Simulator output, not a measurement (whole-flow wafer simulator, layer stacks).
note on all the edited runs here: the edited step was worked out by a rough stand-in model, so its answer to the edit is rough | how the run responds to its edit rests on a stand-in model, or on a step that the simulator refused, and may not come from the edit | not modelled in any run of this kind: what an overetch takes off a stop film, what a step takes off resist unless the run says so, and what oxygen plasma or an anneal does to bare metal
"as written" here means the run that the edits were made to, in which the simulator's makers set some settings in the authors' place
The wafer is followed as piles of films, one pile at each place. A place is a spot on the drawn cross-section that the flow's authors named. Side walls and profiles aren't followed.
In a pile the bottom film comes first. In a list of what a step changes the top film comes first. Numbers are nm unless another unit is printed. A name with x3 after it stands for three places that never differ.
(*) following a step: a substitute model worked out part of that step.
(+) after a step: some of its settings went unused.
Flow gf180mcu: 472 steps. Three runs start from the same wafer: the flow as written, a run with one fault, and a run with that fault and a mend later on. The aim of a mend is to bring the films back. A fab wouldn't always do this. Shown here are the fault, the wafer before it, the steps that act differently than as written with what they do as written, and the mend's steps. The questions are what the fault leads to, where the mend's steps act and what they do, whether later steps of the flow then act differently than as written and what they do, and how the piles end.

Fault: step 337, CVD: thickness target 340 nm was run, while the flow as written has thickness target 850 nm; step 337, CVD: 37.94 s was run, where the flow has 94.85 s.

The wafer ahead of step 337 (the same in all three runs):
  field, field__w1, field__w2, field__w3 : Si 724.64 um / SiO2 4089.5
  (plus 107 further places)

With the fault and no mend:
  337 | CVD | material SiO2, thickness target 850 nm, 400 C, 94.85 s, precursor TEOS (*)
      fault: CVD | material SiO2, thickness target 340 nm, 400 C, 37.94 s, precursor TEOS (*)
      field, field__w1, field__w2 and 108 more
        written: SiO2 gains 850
        fault: SiO2 gains 350.7
  Later steps of the flow acting differently than as written (1 other step is not shown; it differs only slightly, by no more than 2% or 0.5 nm, whichever is larger):
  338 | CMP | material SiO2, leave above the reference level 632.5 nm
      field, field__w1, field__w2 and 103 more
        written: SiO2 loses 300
        fault: nothing
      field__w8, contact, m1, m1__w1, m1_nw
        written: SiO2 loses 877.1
        fault: SiO2 loses 377.7
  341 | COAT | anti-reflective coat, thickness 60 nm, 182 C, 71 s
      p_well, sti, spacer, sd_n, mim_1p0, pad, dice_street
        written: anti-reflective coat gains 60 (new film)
        fault: anti-reflective coat gains 61.4 (new film)
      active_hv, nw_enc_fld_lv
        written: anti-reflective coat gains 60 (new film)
        fault: anti-reflective coat gains 42 (new film)
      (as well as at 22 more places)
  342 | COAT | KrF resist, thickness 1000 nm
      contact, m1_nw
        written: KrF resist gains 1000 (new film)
        fault: KrF resist gains 890.4 (new film)
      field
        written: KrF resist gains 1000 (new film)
        fault: KrF resist gains 959.3 (new film)
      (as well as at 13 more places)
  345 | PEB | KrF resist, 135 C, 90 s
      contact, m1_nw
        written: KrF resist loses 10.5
        fault: KrF resist loses 8.82
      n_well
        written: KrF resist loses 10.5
        fault: KrF resist loses 9.47
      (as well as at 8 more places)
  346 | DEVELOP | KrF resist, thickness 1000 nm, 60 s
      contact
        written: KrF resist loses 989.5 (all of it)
        fault: KrF resist loses 881.6 (all of it)
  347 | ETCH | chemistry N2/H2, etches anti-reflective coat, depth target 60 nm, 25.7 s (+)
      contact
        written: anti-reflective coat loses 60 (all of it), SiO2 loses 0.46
        fault: anti-reflective coat loses 18.2 (all of it), SiO2 loses 1.53
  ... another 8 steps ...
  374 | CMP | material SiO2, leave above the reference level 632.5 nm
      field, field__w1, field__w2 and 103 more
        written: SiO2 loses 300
        fault: SiO2 loses 287.7
  The piles end different from the flow's at field, field__w1, field__w2 and 109 more by more than 2% or 0.5 nm, whichever is larger.
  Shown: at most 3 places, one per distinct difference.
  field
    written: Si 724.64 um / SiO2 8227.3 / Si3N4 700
    fault: Si 724.64 um / SiO2 4440.1 / Ti 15 / TiN 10 / W 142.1 / SiO2 3603.9 / Si3N4 700
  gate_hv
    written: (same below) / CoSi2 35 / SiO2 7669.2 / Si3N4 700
    fault: (same below) / CoSi2 35 / SiO2 3882 / Ti 15 / TiN 10 / W 142.1 / SiO2 3603.9 / Si3N4 700
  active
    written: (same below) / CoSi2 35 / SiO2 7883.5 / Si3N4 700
    fault: (same below) / CoSi2 35 / SiO2 4096.4 / Ti 15 / TiN 10 / W 142.1 / SiO2 3603.9 / Si3N4 700

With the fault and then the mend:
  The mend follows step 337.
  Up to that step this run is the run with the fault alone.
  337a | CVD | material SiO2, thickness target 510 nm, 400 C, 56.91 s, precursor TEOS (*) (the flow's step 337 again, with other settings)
      field, field__w1, field__w2 and 108 more
        SiO2 gains 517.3
  Later steps of the flow acting differently than as written:
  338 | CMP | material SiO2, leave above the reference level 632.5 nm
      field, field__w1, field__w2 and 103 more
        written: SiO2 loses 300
        mend: SiO2 loses 318
  The piles end the same as the flow's at every place that both follow.
